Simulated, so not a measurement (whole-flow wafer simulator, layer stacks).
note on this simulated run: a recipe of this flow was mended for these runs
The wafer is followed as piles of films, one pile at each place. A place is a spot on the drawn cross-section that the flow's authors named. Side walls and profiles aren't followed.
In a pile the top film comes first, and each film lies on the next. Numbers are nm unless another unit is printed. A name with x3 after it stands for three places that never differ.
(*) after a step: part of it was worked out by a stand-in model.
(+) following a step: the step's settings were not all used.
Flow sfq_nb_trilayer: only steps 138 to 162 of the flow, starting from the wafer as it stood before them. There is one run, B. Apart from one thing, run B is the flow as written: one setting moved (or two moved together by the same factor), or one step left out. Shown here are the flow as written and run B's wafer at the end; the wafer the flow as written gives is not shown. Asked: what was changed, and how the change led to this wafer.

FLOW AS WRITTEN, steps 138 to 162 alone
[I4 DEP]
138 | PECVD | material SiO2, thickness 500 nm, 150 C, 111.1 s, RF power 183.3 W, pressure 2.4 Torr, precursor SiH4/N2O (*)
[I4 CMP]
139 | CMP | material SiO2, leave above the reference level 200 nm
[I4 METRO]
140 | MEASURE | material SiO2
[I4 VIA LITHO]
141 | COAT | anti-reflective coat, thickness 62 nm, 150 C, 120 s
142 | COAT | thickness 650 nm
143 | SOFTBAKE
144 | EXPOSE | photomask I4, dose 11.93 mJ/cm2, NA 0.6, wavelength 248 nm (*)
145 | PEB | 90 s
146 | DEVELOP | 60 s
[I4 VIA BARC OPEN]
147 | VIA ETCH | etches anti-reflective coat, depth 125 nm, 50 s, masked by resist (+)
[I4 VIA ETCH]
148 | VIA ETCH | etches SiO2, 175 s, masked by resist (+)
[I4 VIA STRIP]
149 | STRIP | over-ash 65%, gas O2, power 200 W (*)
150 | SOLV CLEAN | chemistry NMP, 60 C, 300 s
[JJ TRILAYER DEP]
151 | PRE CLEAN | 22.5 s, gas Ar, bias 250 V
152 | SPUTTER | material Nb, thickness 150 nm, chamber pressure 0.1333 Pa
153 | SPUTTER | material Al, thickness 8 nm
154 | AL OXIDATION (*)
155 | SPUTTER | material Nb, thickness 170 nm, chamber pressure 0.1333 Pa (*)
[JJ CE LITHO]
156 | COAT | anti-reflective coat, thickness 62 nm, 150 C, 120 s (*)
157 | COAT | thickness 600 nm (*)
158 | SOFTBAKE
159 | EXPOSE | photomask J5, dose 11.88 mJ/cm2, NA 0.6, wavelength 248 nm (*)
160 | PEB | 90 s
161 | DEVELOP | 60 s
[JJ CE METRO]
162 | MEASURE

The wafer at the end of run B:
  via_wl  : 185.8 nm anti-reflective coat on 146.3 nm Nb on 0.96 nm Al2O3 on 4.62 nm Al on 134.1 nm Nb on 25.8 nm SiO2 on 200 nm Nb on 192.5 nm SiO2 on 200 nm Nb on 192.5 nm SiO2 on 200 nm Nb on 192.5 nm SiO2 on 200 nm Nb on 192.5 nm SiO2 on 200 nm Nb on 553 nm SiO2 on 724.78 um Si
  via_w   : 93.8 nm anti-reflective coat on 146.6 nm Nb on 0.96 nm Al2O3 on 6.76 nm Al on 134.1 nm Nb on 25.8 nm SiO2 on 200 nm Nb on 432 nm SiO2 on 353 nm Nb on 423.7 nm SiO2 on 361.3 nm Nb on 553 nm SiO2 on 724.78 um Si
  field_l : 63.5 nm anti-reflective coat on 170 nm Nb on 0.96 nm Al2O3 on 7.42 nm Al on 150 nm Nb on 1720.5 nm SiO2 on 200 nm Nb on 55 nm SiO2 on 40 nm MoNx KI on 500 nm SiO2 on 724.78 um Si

The reason: step 148, VIA ETCH: 112 s was run, though the flow has 175 s.

How this came from the change, step by step:
  148 | VIA ETCH | etches SiO2, 175 s, masked by resist (+)
      via_wl, via_w, via_wr: SiO2 loses 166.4 (in the flow as written it would be: SiO2 loses 199.7 (all of it), Nb loses 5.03)
      field_l, v_sur, via_sp and 100 more: KrF-resist-other-grade loses 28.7 (in the flow as written it would be: KrF-resist-other-grade loses 44.8)
  149 | STRIP | over-ash 65%, gas O2, power 200 W (*)
      field_l, v_sur, via_sp and 100 more: KrF-resist-other-grade loses 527 (all of it), anti-reflective coat loses 62 (all of it) (in the flow as written it would be: KrF-resist-other-grade loses 510.8 (all of it), anti-reflective coat loses 62 (all of it))
  151 | PRE CLEAN | 22.5 s, gas Ar, bias 250 V
      via_wl, via_w, via_wr: SiO2 loses 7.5 (in the flow as written it would be: Nb loses 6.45)
  152 | SPUTTER | material Nb, thickness 150 nm, chamber pressure 0.1333 Pa
      via_wl, via_w, via_wr: Nb gains 134.1 (new film) (in the flow as written it would be: Nb gains 129.8)
  155 | SPUTTER | material Nb, thickness 170 nm, chamber pressure 0.1333 Pa (*)
      via_wl, via_wr: Nb gains 146.3 (new film) (in the flow as written it would be: Nb gains 139.9 (new film))
      via_w: Nb gains 146.6 (new film) (in the flow as written it would be: Nb gains 140.2 (new film))
  156 | COAT | anti-reflective coat, thickness 62 nm, 150 C, 120 s (*)
      via_wl, via_wr: anti-reflective coat gains 185.8 (new film) (in the flow as written it would be: anti-reflective coat gains 224.3 (new film))
      via_w: anti-reflective coat gains 93.8 (new film) (in the flow as written it would be: anti-reflective coat gains 97.3 (new film))
  157 | COAT | thickness 600 nm (*)
      via_w: KrF-resist-other-grade gains 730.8 (new film) (in the flow as written it would be: KrF-resist-other-grade gains 766.6 (new film))
  161 | DEVELOP | 60 s
      via_w: KrF-resist-other-grade loses 729.2 (all of it) (in the flow as written it would be: KrF-resist-other-grade loses 764.9 (all of it))
If metal films that touch count as one body, via_wl has 7 bodies (between them, from the top down: Al2O3 0.96; SiO2 25.8; SiO2 192.5; SiO2 192.5; SiO2 192.5; SiO2 192.5); the flow as written gives 6 bodies (between them, from the top down: Al2O3 0.96; SiO2 192.5; SiO2 192.5; SiO2 192.5; SiO2 192.5).
If metal films that touch count as one body, via_w has 5 bodies (between them, from the top down: Al2O3 0.96; SiO2 25.8; SiO2 432; SiO2 423.7); the flow as written gives 4 bodies (between them, from the top down: Al2O3 0.96; SiO2 432; SiO2 423.7).
